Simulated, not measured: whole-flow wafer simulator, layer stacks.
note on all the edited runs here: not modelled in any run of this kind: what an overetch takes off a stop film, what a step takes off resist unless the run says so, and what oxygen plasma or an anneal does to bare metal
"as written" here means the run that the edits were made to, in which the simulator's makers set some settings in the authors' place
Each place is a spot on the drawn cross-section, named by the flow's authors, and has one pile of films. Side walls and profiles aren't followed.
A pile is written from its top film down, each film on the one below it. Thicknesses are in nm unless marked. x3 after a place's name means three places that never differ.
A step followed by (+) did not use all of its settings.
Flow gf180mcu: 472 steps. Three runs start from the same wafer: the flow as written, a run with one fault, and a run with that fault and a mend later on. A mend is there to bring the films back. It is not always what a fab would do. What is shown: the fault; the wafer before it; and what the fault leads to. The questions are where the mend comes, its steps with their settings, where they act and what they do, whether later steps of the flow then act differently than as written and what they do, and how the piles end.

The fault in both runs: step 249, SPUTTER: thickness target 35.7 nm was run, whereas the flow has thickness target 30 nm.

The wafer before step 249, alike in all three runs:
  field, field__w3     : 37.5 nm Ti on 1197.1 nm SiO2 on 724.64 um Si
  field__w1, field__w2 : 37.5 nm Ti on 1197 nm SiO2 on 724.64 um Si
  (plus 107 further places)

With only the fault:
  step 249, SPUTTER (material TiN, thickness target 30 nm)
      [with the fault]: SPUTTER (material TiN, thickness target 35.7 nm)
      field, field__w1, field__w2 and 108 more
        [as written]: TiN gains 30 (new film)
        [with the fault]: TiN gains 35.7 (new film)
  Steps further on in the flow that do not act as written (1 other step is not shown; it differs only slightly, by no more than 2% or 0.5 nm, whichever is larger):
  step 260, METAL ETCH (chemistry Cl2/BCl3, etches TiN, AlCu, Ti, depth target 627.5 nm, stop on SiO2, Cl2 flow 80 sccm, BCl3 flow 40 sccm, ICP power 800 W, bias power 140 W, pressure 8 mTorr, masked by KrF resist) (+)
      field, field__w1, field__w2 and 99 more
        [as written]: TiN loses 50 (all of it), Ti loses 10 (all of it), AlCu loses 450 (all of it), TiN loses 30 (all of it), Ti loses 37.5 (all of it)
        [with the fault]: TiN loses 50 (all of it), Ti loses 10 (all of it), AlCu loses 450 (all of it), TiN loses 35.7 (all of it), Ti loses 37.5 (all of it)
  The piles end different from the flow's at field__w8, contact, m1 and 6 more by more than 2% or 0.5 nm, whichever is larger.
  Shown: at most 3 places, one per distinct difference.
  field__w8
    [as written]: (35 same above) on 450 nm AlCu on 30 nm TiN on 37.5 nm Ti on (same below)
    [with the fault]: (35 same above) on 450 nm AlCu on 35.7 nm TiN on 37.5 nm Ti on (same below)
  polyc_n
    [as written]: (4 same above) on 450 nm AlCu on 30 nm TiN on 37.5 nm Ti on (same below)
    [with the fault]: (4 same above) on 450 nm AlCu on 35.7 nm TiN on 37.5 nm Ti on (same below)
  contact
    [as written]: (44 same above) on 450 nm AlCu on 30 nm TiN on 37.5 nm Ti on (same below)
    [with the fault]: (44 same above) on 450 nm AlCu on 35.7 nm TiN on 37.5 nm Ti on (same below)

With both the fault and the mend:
  The mend follows step 249.
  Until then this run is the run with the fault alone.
  step 249a, METAL ETCH (chemistry Cl2/BCl3, etches TiN, AlCu, Ti, depth target 5.7 nm, Cl2 flow 80 sccm, BCl3 flow 40 sccm, ICP power 800 W, bias power 140 W, pressure 8 mTorr)
      field, field__w1, field__w2 and 108 more
        TiN loses 5.7
  Every later step of the flow that is run acts as written at every place that is followed.
  The piles end the same as the flow's at every place that both follow.
